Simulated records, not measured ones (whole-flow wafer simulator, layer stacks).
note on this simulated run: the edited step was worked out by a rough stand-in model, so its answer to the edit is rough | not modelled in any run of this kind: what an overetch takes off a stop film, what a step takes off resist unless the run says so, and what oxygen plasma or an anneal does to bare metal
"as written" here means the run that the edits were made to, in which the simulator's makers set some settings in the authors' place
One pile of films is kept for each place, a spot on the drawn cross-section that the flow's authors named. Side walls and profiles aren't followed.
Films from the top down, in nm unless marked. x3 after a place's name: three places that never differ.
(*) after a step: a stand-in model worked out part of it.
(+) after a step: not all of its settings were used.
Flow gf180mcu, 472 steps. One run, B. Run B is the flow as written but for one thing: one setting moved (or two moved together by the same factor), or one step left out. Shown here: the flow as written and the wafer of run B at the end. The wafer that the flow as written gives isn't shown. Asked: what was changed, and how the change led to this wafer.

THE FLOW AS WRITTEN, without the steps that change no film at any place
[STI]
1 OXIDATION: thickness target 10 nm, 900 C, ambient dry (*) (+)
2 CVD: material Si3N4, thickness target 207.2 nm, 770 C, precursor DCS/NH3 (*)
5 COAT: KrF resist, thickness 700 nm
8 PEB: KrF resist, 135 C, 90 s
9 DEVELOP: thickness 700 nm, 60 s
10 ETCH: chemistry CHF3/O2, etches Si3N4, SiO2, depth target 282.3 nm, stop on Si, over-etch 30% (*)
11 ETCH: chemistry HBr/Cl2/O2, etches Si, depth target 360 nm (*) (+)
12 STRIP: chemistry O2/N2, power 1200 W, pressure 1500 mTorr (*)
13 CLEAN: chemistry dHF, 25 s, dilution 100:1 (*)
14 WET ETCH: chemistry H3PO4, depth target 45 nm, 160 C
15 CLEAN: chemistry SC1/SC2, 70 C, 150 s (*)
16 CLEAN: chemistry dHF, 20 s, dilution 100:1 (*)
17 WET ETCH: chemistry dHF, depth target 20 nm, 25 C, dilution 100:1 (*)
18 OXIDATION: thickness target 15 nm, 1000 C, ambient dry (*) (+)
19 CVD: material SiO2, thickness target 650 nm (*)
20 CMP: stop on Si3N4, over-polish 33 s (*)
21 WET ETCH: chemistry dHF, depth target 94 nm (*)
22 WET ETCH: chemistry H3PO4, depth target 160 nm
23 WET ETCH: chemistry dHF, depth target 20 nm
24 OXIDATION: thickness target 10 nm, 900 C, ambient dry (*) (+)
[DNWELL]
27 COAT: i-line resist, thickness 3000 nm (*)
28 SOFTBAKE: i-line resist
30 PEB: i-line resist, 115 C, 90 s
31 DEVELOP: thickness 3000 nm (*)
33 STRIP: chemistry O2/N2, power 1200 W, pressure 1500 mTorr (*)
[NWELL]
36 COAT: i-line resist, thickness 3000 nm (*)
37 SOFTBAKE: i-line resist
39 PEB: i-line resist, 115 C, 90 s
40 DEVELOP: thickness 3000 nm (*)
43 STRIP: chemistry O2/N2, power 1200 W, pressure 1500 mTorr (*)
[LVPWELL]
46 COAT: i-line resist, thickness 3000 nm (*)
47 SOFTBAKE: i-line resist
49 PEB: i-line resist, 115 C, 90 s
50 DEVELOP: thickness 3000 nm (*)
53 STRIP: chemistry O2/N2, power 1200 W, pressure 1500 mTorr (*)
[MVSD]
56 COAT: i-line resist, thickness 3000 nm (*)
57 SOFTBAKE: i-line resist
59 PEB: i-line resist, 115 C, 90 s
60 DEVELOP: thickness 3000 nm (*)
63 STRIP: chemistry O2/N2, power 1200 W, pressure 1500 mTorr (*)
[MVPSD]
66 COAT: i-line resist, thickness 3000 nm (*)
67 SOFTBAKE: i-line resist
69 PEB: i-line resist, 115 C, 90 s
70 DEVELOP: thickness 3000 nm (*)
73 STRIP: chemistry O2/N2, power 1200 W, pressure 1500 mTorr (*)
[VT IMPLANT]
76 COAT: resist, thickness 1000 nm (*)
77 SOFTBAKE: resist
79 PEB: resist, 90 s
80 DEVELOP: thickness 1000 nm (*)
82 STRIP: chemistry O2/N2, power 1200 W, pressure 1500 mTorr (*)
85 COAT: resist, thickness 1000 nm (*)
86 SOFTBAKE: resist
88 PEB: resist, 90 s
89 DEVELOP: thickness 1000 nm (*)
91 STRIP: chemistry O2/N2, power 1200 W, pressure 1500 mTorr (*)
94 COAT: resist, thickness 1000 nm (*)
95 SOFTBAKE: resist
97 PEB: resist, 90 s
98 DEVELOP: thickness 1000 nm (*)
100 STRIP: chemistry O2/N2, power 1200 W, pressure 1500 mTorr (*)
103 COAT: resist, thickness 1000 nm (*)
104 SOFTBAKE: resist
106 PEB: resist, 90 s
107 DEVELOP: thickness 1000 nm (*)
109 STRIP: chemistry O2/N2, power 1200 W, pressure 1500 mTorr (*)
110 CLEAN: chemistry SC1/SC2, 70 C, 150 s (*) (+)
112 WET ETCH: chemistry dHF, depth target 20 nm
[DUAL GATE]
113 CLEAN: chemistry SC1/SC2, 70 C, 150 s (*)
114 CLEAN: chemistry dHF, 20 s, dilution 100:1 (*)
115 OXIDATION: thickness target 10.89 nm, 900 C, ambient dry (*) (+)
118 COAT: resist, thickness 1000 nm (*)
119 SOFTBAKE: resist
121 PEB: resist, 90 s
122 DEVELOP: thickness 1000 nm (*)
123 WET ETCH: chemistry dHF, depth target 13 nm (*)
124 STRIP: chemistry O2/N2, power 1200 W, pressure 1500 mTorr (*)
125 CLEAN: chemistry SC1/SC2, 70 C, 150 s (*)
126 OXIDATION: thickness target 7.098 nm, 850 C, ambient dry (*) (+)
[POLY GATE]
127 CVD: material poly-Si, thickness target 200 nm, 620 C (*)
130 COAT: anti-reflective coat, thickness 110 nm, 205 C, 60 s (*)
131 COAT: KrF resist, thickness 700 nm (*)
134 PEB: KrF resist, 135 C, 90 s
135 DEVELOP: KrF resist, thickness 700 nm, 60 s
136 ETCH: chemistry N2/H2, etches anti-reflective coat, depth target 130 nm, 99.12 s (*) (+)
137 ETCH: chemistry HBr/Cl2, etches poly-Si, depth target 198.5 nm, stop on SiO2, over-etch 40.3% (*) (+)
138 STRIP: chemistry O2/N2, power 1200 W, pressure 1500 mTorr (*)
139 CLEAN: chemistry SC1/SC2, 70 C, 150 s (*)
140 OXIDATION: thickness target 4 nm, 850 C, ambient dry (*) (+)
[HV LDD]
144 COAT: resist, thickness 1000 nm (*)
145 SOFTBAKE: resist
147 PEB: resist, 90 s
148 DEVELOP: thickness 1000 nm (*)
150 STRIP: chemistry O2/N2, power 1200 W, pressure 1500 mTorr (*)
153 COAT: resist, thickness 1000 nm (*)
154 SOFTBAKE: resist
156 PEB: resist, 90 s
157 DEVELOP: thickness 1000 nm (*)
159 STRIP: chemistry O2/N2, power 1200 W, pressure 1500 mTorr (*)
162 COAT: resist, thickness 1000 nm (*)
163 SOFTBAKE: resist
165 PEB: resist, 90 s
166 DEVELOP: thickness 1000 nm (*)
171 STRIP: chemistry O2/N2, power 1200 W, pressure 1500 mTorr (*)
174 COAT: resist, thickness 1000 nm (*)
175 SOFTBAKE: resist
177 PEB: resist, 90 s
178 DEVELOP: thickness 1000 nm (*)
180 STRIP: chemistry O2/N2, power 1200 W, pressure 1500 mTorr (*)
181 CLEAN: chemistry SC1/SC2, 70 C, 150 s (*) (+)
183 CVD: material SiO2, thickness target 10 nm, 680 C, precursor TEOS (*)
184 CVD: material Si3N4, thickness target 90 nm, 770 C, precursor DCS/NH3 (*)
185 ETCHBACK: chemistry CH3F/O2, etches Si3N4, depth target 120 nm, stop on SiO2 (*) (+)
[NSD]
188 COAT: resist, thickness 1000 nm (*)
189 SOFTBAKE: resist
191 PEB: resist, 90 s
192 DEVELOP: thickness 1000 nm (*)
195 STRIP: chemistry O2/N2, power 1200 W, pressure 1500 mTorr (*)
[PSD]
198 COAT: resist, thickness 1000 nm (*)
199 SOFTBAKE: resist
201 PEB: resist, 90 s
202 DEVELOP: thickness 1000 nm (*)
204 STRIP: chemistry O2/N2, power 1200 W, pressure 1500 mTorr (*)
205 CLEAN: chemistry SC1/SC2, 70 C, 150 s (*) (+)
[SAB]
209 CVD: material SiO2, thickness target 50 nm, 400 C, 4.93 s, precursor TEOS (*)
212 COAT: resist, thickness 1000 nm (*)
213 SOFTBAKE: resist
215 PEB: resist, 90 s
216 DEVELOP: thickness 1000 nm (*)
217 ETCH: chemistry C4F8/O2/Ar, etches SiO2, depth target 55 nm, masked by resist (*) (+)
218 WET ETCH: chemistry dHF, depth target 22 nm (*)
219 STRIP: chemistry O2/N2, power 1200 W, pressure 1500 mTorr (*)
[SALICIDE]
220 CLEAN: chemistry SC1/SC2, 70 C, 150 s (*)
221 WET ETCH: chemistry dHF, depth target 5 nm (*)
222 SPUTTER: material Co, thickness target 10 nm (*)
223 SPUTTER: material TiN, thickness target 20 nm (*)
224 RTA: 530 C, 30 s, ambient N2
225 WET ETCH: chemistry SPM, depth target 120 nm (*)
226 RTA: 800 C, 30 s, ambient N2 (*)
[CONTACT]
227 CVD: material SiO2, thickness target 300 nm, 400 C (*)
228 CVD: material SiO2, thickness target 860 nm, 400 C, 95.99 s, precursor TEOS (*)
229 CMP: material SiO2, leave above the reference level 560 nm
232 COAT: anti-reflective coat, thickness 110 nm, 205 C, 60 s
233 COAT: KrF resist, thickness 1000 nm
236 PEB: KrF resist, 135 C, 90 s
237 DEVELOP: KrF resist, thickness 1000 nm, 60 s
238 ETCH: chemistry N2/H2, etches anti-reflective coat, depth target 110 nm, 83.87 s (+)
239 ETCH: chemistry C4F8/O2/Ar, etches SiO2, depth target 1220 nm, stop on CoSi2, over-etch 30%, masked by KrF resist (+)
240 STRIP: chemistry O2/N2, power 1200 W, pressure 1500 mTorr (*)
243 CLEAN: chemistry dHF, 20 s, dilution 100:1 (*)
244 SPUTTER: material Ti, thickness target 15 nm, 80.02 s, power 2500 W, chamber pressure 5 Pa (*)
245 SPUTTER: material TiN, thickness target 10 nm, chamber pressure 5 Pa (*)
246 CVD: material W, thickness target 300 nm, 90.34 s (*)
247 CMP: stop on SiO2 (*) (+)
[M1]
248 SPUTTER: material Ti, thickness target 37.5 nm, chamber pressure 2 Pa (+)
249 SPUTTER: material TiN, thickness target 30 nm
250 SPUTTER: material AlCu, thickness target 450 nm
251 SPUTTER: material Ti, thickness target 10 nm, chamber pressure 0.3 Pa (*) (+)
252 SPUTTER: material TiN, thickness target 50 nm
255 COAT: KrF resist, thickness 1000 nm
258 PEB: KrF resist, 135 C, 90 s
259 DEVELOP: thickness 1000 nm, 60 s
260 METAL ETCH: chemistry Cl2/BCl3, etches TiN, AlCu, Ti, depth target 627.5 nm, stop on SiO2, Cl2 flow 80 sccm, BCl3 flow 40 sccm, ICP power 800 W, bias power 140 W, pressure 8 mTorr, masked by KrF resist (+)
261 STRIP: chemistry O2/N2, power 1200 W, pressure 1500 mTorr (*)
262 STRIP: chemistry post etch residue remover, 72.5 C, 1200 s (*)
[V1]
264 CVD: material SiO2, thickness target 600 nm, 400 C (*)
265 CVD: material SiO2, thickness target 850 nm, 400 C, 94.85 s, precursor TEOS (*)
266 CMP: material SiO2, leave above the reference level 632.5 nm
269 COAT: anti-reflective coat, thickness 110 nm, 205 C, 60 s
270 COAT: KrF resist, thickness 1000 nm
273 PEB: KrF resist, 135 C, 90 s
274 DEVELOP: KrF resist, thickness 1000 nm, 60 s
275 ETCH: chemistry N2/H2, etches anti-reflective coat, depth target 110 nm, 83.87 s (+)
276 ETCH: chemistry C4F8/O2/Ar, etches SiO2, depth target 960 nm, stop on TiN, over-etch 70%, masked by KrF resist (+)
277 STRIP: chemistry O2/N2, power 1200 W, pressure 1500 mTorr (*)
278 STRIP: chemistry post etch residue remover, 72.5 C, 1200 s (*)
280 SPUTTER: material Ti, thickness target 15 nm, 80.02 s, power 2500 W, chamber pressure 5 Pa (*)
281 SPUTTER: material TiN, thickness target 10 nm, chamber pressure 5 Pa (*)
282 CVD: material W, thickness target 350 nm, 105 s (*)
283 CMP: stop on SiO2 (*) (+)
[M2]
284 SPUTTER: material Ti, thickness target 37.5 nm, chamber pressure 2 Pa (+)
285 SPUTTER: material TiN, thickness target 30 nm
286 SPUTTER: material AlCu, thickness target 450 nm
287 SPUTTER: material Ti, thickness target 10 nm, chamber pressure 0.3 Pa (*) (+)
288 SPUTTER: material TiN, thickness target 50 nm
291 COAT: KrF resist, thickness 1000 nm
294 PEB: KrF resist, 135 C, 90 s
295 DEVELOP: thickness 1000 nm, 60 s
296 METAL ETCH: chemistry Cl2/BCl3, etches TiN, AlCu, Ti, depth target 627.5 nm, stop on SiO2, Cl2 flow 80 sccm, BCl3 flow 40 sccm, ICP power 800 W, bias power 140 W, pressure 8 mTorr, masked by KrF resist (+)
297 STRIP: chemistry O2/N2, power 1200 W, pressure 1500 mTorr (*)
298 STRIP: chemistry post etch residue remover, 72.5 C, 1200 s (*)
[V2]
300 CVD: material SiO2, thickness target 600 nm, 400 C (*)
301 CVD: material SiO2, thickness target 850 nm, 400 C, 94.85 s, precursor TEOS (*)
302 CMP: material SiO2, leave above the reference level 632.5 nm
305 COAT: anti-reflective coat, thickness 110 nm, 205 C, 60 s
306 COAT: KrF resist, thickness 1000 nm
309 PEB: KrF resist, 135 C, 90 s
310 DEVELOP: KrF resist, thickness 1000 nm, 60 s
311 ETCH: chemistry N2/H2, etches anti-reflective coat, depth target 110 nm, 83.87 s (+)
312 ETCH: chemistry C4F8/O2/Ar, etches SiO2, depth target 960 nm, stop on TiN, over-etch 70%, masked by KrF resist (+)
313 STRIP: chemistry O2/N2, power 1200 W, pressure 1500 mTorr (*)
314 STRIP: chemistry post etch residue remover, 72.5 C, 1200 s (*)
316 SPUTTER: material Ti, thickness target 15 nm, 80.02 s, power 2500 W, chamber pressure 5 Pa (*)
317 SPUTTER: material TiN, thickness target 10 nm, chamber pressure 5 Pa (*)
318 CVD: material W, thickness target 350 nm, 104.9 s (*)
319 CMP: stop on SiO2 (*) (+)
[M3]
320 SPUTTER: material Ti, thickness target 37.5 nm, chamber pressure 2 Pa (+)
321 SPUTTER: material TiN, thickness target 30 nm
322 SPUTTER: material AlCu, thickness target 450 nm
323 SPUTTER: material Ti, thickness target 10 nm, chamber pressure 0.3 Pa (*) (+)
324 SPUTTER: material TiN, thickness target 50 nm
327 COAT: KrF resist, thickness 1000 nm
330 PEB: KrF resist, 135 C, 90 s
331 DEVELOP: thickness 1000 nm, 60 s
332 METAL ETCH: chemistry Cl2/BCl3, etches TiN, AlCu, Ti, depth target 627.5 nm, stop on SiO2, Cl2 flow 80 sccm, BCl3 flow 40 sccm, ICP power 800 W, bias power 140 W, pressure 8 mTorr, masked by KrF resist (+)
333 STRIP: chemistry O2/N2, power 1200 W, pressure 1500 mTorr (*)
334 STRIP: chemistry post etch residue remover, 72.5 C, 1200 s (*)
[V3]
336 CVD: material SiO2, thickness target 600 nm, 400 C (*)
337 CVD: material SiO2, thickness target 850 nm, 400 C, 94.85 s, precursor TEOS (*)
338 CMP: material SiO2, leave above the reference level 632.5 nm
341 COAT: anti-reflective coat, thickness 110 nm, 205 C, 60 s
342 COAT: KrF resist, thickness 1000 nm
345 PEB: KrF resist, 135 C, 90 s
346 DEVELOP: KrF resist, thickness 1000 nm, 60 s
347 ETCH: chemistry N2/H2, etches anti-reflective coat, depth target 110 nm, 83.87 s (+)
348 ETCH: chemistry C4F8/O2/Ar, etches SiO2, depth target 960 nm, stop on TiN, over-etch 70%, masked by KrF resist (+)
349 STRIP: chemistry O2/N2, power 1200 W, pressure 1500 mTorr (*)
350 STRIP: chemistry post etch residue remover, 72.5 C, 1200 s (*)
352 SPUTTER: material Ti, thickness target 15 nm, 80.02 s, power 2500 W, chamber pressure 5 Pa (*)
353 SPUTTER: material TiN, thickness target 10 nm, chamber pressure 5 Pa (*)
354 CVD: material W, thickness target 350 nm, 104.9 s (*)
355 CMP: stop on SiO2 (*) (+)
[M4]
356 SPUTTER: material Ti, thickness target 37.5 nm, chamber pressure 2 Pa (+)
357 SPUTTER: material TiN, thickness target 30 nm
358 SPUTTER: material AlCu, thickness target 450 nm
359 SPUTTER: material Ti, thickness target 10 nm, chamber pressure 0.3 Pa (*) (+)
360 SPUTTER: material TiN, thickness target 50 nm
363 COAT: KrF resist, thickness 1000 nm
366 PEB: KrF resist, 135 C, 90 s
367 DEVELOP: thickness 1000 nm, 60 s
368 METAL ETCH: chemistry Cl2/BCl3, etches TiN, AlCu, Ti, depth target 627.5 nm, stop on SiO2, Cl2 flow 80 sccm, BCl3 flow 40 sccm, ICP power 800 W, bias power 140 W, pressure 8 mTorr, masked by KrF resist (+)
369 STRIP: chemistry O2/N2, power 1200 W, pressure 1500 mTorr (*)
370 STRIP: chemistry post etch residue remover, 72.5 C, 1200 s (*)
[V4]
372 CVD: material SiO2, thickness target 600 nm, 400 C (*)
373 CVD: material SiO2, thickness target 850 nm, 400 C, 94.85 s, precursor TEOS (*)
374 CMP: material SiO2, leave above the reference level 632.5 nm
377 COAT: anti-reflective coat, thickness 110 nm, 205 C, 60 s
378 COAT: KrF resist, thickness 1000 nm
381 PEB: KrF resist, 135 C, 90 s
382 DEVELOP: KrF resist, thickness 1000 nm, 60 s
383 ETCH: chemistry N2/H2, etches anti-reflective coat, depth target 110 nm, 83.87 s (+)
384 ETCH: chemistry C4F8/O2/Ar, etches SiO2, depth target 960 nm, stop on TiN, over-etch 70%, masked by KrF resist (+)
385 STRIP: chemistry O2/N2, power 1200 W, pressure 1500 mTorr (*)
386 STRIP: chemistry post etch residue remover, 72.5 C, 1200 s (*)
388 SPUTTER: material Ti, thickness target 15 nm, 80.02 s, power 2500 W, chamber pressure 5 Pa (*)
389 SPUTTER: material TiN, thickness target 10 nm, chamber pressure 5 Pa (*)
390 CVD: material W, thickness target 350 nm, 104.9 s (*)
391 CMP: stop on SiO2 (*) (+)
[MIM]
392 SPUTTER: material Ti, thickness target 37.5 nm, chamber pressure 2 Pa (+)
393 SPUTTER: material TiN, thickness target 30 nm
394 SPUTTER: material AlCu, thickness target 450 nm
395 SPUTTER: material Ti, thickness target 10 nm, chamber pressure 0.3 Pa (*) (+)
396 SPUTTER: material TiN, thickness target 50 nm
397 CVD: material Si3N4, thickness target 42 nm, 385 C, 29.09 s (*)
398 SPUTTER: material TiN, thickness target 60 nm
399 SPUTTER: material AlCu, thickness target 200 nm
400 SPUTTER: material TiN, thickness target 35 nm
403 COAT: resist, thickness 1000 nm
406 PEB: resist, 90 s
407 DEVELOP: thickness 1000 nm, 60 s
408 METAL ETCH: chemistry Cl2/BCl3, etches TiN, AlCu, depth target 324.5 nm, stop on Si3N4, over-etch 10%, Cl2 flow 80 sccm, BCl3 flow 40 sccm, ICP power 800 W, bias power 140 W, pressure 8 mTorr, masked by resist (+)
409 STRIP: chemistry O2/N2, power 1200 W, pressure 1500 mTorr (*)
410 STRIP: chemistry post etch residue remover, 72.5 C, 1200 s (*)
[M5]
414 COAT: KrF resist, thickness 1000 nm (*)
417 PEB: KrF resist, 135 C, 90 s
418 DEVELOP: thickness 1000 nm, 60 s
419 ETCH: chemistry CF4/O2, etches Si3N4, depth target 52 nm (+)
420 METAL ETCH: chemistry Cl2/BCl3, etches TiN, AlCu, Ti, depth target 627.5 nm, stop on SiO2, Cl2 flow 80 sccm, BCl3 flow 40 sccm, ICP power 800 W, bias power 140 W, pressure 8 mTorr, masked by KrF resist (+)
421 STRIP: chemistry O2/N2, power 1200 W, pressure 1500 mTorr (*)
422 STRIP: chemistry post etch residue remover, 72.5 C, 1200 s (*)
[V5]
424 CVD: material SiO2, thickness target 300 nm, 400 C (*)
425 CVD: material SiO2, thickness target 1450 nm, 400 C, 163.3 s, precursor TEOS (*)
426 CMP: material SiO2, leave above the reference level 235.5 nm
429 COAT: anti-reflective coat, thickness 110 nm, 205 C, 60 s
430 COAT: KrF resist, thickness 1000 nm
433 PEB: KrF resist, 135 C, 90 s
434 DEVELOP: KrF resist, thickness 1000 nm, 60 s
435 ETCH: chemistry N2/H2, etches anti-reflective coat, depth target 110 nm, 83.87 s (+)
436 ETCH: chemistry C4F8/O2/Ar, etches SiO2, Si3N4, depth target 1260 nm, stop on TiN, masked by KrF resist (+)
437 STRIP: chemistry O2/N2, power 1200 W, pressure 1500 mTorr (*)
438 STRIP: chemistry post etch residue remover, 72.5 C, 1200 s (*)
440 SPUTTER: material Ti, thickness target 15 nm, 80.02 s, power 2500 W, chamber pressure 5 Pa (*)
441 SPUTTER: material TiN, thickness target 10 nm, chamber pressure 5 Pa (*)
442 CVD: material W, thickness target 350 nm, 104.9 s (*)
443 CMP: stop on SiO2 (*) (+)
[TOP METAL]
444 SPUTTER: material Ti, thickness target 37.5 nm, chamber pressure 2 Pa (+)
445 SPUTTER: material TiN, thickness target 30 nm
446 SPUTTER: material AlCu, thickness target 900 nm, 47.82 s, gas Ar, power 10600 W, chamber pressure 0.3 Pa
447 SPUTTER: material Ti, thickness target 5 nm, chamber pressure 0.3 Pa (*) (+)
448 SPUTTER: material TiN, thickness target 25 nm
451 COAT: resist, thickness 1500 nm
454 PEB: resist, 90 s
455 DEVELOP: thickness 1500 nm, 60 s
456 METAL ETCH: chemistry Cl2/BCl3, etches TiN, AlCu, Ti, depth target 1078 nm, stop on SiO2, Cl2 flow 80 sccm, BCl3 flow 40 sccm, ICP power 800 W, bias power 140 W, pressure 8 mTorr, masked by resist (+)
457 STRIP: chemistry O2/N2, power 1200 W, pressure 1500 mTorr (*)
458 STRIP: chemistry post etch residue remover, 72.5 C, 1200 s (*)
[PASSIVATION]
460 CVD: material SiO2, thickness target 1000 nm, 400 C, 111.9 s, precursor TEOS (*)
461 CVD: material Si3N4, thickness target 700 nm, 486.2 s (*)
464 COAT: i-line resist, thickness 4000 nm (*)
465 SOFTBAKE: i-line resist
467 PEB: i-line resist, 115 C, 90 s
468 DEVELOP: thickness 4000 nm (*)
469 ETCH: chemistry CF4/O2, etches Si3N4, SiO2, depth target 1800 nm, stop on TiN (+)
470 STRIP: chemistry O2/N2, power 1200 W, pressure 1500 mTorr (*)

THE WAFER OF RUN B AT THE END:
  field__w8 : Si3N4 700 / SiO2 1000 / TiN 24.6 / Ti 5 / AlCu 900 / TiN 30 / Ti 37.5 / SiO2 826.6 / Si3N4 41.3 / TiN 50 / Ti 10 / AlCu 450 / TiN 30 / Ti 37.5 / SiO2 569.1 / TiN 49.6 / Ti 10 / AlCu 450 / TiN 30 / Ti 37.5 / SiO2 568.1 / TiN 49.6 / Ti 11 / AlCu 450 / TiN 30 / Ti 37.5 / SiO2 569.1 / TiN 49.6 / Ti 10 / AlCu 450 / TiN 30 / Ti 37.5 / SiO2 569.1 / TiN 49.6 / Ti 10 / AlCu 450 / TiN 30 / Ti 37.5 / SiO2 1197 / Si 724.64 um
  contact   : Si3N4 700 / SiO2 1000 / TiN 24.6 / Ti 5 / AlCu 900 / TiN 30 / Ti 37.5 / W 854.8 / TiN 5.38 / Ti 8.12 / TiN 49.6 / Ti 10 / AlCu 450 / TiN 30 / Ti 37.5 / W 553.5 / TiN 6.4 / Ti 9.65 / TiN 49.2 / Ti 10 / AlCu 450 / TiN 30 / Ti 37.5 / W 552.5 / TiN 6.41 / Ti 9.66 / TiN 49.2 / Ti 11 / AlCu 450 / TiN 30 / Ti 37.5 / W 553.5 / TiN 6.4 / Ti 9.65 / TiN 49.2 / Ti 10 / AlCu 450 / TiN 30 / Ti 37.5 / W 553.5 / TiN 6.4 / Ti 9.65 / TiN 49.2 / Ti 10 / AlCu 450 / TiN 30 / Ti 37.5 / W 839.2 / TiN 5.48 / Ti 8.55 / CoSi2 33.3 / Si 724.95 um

The cause: step 323, SPUTTER: thickness target 11 nm was run, where the flow has thickness target 10 nm.
It can be read off the wafer: field__w8 has Ti 11, and step 323 as written asks for 10 nm.

How the change led to this, step by step:
  323 SPUTTER: material Ti, thickness target 10 nm, chamber pressure 0.3 Pa (*) (+)
      field, field__w1, field__w2 and 108 more: Ti +11 (new film) (as written it would be: Ti +10 (new film))
  332 METAL ETCH: chemistry Cl2/BCl3, etches TiN, AlCu, Ti, depth target 627.5 nm, stop on SiO2, Cl2 flow 80 sccm, BCl3 flow 40 sccm, ICP power 800 W, bias power 140 W, pressure 8 mTorr, masked by KrF resist (+)
      field, field__w1, field__w2 and 103 more: TiN -50 (all of it), Ti -11 (all of it), AlCu -450 (all of it), TiN -30 (all of it), Ti -37.5 (all of it) (as written it would be: TiN -50 (all of it), Ti -10 (all of it), AlCu -450 (all of it), TiN -30 (all of it), Ti -37.5 (all of it))
